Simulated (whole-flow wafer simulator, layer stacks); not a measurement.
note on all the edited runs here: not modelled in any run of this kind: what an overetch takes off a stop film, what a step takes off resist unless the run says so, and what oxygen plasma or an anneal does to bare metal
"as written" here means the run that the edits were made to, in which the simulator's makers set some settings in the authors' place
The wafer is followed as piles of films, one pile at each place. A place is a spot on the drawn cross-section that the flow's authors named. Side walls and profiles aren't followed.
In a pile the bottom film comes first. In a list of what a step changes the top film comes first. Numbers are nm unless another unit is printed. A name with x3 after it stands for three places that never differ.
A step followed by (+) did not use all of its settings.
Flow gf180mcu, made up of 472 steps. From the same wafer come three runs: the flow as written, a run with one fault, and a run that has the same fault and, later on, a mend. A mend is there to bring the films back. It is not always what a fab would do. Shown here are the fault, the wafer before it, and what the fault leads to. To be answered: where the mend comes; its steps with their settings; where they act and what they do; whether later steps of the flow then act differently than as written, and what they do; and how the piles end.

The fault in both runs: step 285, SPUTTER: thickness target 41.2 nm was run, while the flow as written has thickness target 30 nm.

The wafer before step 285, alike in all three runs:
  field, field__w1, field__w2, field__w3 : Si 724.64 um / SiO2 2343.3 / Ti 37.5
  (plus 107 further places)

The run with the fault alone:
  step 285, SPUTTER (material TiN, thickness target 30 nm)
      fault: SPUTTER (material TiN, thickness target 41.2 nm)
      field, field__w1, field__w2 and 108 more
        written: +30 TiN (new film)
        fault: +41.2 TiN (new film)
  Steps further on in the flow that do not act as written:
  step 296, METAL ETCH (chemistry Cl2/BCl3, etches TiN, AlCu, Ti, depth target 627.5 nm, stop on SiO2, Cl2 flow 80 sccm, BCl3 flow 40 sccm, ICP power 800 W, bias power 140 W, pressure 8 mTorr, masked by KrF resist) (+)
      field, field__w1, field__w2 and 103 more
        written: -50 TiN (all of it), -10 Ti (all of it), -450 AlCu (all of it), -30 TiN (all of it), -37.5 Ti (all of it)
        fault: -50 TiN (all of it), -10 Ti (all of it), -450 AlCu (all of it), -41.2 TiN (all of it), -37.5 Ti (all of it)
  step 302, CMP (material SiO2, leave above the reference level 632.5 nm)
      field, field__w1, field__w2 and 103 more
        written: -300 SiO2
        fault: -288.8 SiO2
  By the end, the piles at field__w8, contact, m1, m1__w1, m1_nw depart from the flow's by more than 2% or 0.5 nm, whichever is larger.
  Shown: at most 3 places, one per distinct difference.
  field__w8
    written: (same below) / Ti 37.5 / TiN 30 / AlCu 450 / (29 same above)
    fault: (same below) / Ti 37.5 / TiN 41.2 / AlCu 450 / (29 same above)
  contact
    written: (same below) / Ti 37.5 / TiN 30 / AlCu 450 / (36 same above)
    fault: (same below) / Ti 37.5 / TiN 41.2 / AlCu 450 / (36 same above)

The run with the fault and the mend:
  The mend stands after step 285.
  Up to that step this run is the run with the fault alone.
  step 285a, METAL ETCH (chemistry Cl2/BCl3, etches TiN, AlCu, Ti, depth target 11.2 nm, Cl2 flow 80 sccm, BCl3 flow 40 sccm, ICP power 800 W, bias power 140 W, pressure 8 mTorr) (a further turn of the flow's step 260, with different settings)
      field, field__w1, field__w2 and 108 more
        -11.2 TiN
  Every later step of the flow that is run acts as written at every place that is followed.
  At every place that both follow, the piles at the end match the flow's.
